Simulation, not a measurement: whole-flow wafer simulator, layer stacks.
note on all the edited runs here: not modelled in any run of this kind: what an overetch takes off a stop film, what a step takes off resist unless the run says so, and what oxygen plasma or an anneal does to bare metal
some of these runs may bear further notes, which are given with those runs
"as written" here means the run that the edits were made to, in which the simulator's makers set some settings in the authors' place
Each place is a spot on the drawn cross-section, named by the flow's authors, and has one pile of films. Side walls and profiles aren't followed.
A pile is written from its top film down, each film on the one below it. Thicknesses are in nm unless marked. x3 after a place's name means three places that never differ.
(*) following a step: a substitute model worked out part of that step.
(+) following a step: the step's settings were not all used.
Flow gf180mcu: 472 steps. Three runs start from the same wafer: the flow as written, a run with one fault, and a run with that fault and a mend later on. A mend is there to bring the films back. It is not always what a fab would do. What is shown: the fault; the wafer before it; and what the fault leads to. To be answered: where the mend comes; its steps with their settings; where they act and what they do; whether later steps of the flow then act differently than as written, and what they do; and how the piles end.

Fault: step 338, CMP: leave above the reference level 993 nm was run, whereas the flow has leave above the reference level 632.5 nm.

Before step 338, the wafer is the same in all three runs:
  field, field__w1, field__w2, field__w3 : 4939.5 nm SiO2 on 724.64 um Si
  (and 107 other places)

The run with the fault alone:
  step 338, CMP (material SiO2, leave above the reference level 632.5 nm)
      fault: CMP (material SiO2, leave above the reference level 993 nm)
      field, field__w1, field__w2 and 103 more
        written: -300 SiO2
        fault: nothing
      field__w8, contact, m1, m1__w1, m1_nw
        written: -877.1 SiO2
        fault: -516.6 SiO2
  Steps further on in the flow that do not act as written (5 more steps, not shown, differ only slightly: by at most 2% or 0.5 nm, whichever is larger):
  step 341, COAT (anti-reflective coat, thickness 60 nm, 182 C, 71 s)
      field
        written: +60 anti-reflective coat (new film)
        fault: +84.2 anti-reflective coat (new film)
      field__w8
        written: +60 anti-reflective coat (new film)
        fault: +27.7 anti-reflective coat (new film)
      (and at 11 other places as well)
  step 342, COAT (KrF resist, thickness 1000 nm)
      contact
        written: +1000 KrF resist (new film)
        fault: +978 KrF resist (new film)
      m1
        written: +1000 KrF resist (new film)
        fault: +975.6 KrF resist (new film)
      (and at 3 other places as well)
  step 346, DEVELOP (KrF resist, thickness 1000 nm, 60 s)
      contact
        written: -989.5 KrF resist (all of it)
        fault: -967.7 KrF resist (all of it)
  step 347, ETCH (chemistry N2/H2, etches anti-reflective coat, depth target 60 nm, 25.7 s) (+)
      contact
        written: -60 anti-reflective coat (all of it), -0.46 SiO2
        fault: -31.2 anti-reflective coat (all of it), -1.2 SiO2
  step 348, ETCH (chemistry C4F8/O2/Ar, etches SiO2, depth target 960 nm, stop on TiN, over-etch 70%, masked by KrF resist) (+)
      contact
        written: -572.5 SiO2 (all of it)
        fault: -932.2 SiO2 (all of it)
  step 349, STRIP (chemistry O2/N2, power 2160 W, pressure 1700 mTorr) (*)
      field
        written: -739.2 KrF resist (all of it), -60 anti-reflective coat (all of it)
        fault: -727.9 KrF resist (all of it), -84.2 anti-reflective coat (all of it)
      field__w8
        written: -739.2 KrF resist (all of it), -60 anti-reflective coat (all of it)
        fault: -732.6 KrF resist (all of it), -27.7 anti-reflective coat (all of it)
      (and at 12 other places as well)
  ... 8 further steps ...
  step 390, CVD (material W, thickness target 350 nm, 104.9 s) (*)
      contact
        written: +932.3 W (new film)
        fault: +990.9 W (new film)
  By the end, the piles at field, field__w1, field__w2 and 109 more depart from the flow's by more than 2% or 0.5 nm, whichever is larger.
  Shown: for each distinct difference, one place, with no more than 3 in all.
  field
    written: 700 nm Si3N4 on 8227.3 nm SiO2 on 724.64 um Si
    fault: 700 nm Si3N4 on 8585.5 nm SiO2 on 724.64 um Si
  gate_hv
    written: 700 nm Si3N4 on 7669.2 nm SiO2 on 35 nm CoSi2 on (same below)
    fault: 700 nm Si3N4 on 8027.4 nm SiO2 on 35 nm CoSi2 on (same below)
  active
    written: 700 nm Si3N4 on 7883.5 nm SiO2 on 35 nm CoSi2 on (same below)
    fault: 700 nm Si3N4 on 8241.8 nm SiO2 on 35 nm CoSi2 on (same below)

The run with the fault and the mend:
  After step 338 comes the mend.
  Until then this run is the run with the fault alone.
  step 338a, CMP (material SiO2, leave above the reference level 632.5 nm) (a further turn of the flow's step 338)
      field, field__w1, field__w2 and 103 more
        -300 SiO2
      field__w8, contact, m1, m1__w1, m1_nw
        -360.5 SiO2
  None of the later steps of the flow acts differently than as written at any place that is followed.
  By the end, the piles equal the flow's at every place that both follow.
